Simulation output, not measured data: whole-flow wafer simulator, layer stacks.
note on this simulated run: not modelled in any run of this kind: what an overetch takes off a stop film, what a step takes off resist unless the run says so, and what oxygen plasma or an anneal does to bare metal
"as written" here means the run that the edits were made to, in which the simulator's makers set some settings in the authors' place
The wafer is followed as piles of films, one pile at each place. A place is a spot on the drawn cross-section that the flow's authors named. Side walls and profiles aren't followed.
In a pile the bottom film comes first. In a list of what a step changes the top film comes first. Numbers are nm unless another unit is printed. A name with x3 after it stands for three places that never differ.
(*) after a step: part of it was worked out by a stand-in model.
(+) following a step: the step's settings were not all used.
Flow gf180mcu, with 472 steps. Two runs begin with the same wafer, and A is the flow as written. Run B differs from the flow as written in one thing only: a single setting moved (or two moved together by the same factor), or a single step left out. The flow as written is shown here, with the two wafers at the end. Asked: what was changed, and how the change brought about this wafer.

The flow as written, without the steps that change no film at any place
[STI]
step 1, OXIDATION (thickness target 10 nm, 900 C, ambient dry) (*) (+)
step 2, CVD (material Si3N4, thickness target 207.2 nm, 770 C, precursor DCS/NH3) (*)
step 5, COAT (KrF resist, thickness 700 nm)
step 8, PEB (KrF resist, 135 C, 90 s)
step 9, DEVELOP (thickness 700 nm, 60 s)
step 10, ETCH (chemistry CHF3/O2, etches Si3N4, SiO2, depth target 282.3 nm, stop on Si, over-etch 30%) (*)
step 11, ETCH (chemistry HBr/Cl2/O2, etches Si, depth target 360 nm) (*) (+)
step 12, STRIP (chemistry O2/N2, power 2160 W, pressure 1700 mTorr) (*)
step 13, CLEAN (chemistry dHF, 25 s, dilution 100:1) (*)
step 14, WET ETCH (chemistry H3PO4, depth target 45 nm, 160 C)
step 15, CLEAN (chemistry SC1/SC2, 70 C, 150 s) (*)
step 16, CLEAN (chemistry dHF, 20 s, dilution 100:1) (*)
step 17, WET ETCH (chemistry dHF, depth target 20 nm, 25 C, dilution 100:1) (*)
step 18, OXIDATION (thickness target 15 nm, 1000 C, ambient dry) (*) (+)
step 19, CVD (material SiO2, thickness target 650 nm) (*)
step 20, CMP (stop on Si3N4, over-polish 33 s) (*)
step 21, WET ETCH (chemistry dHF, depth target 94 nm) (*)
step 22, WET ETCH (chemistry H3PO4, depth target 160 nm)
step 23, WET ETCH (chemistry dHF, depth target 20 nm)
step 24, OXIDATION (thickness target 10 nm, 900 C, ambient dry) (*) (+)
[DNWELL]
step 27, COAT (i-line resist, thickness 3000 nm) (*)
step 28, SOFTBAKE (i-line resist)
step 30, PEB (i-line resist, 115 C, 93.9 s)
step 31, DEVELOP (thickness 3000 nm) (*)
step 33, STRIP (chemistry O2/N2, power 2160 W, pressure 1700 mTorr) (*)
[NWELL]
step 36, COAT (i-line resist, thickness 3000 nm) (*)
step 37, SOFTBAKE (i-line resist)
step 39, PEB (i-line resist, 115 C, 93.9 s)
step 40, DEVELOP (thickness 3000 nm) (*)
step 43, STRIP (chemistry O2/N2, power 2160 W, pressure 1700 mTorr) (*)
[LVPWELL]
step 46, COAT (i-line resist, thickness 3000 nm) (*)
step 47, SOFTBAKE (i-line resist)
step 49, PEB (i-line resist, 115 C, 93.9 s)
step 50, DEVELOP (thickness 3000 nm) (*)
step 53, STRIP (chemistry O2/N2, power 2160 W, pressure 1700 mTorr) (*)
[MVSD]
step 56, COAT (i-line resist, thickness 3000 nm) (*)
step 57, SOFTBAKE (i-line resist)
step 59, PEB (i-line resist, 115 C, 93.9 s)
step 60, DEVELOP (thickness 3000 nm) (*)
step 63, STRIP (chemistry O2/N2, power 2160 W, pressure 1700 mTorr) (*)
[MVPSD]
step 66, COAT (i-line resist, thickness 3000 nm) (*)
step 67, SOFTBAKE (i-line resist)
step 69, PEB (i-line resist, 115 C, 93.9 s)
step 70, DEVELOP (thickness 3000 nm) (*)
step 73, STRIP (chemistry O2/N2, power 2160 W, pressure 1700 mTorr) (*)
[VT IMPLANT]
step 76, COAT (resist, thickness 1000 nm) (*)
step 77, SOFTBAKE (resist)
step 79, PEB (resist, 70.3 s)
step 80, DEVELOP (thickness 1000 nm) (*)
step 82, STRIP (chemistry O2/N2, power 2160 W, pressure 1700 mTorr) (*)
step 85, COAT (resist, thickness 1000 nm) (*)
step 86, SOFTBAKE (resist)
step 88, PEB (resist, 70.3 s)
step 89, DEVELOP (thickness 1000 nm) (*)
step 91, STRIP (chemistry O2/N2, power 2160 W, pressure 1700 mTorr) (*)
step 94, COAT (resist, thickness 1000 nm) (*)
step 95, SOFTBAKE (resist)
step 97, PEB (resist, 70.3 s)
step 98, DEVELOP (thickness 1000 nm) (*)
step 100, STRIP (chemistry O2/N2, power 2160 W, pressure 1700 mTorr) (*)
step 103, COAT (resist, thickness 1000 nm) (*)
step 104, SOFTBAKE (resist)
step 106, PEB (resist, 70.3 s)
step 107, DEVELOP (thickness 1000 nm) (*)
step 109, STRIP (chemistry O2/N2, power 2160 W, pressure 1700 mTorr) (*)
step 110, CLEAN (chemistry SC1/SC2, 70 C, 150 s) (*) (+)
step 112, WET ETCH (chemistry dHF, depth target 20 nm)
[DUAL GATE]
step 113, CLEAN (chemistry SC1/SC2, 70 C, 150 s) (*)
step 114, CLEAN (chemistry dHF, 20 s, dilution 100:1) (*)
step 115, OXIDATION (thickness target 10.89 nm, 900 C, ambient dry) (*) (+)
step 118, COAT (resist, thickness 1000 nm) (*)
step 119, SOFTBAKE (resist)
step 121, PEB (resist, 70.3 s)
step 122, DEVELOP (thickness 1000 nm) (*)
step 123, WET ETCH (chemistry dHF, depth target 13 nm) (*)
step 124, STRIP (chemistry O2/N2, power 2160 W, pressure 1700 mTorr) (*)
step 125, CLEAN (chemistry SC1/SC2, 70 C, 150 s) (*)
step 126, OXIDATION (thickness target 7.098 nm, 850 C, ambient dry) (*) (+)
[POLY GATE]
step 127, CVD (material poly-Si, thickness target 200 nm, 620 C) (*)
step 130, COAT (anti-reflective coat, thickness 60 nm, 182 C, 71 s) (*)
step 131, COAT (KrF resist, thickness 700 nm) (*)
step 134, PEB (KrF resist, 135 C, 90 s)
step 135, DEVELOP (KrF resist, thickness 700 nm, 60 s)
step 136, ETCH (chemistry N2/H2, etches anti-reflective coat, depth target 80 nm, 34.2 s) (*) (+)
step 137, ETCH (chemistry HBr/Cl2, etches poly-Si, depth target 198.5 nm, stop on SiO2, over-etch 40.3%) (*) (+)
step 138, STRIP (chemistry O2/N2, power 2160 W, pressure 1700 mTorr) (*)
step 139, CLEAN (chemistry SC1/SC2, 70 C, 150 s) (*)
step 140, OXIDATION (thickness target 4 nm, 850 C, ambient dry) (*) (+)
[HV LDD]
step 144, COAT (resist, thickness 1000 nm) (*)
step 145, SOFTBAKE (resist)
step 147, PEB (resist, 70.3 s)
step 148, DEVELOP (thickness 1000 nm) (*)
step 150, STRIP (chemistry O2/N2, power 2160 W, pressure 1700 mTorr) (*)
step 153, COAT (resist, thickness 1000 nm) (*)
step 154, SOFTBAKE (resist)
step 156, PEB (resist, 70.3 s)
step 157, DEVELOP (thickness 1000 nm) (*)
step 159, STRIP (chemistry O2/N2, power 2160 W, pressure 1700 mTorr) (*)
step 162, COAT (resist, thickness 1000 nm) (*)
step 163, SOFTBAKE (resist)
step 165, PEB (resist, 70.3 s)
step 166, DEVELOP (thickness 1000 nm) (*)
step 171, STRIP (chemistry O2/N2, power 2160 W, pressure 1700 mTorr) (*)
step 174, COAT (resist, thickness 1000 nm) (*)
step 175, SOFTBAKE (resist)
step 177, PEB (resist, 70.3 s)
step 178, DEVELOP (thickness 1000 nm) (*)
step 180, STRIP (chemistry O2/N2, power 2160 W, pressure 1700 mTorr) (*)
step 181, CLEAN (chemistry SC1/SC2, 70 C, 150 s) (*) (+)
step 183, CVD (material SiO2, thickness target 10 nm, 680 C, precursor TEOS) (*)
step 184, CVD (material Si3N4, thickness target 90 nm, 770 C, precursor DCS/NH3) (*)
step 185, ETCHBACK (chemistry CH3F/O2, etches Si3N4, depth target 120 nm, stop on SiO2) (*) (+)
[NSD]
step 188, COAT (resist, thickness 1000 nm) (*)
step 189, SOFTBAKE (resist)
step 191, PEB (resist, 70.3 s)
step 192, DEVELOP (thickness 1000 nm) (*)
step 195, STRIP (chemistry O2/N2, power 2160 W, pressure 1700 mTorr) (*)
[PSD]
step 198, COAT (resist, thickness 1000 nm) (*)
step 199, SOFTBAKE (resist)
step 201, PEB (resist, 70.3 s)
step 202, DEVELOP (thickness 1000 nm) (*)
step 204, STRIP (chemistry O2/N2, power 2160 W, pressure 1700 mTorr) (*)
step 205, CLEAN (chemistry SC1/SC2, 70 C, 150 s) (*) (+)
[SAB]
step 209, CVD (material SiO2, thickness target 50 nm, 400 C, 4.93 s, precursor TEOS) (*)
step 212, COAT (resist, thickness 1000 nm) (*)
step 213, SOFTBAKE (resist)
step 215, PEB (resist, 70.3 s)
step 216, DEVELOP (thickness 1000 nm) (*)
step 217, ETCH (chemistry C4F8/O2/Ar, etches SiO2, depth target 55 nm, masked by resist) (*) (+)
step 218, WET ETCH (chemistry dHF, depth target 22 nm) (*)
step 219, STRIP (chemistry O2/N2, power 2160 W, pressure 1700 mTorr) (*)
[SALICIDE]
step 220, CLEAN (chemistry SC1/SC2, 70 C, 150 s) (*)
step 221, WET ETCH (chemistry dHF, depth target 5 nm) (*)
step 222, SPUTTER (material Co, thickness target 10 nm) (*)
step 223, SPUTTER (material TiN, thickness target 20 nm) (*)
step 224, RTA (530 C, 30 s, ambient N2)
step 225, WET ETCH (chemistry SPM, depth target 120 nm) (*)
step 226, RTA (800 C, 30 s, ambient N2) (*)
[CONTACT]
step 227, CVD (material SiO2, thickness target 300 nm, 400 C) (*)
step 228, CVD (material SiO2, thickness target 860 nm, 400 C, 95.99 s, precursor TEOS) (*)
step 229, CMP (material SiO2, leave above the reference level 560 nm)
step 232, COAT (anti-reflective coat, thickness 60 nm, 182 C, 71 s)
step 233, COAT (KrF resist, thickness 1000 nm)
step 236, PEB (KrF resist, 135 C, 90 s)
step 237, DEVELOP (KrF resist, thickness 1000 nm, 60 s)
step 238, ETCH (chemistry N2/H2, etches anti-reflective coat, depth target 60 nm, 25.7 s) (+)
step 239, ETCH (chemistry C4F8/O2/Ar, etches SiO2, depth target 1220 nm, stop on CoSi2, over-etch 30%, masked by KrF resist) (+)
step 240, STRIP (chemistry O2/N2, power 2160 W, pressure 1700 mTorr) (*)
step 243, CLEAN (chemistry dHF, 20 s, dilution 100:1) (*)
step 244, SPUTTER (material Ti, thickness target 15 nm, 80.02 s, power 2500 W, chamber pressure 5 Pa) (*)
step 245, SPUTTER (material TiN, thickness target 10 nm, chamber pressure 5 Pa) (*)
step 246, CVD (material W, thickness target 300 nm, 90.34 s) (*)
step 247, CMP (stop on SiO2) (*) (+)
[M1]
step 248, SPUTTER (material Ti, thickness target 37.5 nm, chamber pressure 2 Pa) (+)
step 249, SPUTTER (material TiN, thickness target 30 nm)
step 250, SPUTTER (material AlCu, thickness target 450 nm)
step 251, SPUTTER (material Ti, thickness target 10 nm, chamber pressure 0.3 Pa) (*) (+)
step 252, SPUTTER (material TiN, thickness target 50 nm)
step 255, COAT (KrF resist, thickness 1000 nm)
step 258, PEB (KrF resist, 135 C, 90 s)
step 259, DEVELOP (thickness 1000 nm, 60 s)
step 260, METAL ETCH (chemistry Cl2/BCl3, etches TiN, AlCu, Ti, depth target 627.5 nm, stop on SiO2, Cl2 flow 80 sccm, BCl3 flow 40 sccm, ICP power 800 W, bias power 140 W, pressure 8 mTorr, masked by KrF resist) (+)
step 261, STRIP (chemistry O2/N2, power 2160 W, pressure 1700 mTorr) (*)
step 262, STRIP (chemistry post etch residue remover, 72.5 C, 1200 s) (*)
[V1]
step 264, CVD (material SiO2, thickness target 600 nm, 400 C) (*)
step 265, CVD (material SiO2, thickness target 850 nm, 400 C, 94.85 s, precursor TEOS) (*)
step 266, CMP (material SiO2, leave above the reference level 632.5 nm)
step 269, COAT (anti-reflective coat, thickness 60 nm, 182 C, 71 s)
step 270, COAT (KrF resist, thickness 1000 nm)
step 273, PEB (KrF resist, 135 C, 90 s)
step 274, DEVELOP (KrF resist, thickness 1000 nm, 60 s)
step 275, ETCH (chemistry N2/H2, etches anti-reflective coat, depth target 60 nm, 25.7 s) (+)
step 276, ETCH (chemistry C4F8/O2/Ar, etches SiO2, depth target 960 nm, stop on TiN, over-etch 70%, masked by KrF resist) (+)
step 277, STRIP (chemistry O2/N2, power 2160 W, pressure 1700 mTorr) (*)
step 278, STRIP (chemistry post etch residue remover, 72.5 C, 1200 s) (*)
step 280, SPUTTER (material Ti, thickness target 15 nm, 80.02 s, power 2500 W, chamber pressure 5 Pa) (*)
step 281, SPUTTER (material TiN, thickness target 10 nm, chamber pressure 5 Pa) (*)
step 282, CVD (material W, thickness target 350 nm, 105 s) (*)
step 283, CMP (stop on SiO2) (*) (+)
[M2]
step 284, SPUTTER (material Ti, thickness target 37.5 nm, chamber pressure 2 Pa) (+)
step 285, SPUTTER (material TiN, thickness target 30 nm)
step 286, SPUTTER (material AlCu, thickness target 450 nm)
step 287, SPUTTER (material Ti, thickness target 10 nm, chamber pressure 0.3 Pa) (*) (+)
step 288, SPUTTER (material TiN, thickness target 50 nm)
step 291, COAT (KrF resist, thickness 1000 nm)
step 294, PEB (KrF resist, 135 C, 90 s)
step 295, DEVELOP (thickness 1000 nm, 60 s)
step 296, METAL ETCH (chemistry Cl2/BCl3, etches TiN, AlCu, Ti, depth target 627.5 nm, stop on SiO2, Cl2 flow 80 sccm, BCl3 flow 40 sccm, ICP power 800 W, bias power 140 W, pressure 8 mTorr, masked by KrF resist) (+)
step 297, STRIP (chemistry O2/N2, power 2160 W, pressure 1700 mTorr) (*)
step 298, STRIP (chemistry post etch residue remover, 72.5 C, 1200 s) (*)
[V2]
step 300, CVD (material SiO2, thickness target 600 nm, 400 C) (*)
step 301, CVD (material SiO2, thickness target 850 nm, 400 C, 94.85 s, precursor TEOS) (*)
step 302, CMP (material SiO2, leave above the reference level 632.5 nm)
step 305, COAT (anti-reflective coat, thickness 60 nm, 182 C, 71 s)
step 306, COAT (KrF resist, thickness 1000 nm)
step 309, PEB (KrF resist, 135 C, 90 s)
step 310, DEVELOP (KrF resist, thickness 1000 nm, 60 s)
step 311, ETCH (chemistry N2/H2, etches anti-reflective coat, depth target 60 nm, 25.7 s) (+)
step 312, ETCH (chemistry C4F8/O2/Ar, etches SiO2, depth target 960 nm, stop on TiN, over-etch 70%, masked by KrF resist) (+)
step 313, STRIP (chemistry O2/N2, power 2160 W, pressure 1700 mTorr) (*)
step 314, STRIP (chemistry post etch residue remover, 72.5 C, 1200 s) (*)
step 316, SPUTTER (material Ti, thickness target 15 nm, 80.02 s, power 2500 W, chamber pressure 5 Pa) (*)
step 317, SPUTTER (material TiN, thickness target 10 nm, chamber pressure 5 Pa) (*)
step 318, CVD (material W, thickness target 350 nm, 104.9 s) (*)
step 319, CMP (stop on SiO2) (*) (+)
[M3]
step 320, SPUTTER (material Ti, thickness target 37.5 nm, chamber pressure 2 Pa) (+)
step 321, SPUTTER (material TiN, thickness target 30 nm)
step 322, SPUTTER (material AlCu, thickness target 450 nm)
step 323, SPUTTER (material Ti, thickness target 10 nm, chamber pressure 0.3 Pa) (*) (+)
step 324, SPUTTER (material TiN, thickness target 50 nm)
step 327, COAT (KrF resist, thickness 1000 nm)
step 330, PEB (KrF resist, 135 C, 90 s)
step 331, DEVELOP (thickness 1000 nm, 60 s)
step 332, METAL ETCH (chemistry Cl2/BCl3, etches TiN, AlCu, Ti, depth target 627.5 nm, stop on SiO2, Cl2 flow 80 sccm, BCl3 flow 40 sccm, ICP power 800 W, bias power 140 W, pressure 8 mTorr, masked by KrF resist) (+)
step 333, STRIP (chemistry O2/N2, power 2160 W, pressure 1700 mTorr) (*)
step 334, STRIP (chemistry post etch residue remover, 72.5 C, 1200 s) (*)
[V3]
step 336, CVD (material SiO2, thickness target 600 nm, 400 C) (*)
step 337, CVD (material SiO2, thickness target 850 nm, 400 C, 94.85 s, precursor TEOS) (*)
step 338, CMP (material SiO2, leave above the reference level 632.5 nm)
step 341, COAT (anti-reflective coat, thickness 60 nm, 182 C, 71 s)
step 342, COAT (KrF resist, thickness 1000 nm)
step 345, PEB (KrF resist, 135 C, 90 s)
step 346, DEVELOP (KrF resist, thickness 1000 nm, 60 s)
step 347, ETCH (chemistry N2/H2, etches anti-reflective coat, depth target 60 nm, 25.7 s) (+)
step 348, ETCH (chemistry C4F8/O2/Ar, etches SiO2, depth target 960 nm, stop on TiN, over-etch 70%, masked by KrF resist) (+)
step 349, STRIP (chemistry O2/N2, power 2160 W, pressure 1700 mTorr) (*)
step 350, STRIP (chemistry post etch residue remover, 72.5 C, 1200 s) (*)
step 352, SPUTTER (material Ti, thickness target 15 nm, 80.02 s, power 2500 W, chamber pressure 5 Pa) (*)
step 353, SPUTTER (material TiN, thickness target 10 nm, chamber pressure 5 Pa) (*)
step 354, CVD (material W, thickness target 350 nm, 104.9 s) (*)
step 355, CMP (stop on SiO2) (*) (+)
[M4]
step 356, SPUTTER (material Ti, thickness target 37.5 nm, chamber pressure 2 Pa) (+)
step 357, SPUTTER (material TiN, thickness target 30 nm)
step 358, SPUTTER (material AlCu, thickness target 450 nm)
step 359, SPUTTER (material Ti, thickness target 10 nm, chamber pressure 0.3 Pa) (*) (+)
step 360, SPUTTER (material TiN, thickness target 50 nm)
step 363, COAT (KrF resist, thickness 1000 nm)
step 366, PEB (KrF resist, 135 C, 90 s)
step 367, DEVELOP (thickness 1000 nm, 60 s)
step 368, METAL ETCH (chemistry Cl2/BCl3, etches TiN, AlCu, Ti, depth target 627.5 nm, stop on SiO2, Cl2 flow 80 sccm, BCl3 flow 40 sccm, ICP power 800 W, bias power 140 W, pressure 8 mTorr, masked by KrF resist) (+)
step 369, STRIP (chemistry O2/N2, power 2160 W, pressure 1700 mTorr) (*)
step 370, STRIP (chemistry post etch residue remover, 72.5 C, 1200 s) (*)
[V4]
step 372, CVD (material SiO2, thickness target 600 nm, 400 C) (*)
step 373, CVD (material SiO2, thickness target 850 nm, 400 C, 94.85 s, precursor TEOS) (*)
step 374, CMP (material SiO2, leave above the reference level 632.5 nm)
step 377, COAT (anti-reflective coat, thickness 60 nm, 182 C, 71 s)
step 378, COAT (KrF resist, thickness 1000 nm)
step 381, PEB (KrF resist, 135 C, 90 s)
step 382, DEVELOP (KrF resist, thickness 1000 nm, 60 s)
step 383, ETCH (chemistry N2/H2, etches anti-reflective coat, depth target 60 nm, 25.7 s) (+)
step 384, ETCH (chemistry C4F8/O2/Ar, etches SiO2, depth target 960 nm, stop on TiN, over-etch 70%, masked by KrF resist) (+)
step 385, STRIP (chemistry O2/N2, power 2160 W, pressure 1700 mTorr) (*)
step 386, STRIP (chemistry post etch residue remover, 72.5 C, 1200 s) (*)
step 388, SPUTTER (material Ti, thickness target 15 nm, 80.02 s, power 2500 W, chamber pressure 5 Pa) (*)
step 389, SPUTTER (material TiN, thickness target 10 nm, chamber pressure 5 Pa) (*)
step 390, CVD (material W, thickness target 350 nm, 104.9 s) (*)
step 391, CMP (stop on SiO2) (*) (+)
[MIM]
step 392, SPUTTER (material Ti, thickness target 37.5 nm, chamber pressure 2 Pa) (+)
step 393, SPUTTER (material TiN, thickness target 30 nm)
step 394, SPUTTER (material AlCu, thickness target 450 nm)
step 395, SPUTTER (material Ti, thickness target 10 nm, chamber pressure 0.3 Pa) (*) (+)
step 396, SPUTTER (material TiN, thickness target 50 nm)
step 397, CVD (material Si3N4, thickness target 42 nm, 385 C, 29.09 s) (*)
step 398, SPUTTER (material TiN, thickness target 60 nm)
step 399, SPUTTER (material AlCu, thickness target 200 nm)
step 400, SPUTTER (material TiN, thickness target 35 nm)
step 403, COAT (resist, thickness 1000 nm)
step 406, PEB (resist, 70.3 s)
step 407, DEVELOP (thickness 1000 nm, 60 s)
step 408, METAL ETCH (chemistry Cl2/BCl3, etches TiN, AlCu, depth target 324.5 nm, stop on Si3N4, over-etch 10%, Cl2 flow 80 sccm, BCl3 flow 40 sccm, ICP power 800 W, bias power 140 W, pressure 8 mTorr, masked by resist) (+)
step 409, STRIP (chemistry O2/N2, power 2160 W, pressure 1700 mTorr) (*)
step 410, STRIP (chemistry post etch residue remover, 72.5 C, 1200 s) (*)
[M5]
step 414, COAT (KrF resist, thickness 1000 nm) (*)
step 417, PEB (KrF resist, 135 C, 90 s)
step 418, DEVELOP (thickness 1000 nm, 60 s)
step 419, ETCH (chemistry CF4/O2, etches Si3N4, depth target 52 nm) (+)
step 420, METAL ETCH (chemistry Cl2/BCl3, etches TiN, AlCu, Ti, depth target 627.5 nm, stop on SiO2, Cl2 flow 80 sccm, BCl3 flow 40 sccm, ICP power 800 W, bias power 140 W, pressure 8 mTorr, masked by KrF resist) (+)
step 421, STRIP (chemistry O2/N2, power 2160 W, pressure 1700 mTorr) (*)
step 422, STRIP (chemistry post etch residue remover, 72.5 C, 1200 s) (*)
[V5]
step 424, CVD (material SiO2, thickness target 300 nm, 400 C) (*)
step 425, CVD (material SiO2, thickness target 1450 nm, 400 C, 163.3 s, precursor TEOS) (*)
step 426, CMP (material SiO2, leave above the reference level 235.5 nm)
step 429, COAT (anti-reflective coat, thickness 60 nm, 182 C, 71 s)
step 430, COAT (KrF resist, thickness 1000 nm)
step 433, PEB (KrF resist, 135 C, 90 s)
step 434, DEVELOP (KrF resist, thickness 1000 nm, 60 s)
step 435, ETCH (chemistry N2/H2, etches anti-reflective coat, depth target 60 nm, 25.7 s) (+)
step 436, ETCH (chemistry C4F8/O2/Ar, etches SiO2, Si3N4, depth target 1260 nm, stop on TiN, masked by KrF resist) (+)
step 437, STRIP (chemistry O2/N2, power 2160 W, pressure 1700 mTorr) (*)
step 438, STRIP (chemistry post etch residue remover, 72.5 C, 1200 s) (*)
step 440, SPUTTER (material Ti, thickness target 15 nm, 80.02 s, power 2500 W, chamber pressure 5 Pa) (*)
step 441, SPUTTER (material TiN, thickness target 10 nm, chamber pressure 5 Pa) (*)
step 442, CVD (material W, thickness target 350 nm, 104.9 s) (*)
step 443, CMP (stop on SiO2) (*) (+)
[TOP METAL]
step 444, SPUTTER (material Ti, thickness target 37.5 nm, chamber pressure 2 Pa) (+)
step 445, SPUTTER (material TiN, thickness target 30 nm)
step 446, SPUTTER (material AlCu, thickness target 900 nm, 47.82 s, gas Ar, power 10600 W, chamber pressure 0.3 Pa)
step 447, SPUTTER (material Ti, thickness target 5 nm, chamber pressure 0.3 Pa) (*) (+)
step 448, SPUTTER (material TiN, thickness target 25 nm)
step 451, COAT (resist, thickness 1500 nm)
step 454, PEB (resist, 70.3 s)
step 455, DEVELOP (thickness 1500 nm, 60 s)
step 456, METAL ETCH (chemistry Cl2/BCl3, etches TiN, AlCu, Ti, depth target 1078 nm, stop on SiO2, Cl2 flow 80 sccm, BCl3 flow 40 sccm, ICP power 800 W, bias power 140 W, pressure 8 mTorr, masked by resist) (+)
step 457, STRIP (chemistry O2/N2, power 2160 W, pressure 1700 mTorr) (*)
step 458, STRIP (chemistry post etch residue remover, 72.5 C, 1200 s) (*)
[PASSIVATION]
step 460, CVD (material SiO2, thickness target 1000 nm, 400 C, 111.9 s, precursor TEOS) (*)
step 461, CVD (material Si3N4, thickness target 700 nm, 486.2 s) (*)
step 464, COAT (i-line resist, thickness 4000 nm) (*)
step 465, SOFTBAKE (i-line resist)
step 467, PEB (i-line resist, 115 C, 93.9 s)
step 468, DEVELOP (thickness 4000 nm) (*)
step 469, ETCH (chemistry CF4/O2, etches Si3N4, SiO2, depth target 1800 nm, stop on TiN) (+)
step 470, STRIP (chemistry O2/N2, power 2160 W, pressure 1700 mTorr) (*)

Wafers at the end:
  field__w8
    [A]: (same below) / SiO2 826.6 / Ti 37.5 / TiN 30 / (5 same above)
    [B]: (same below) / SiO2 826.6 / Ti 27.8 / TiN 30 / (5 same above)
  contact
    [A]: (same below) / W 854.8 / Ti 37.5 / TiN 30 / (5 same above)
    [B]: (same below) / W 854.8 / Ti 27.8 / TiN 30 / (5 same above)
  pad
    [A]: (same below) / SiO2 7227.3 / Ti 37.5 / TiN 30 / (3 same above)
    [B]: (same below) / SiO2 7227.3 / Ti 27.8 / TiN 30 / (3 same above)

The reason: step 444, SPUTTER: thickness target 27.8 nm was run, whereas the flow has thickness target 37.5 nm.
The wafer itself shows it: field__w8 has Ti 27.8, and step 444 as written asks for 37.5 nm.

How this came from the change, step by step:
  step 444, SPUTTER (material Ti, thickness target 37.5 nm, chamber pressure 2 Pa) (+)
      field, field__w1, field__w2 and 109 more: A +37.5 Ti (new film) | B +27.8 Ti (new film)
  step 456, METAL ETCH (chemistry Cl2/BCl3, etches TiN, AlCu, Ti, depth target 1078 nm, stop on SiO2, Cl2 flow 80 sccm, BCl3 flow 40 sccm, ICP power 800 W, bias power 140 W, pressure 8 mTorr, masked by resist) (+)
      field, field__w1, field__w2 and 103 more: A -25 TiN (all of it), -5 Ti (all of it), -900 AlCu (all of it), -30 TiN (all of it), -37.5 Ti (all of it) | B -25 TiN (all of it), -5 Ti (all of it), -900 AlCu (all of it), -30 TiN (all of it), -27.8 Ti (all of it)
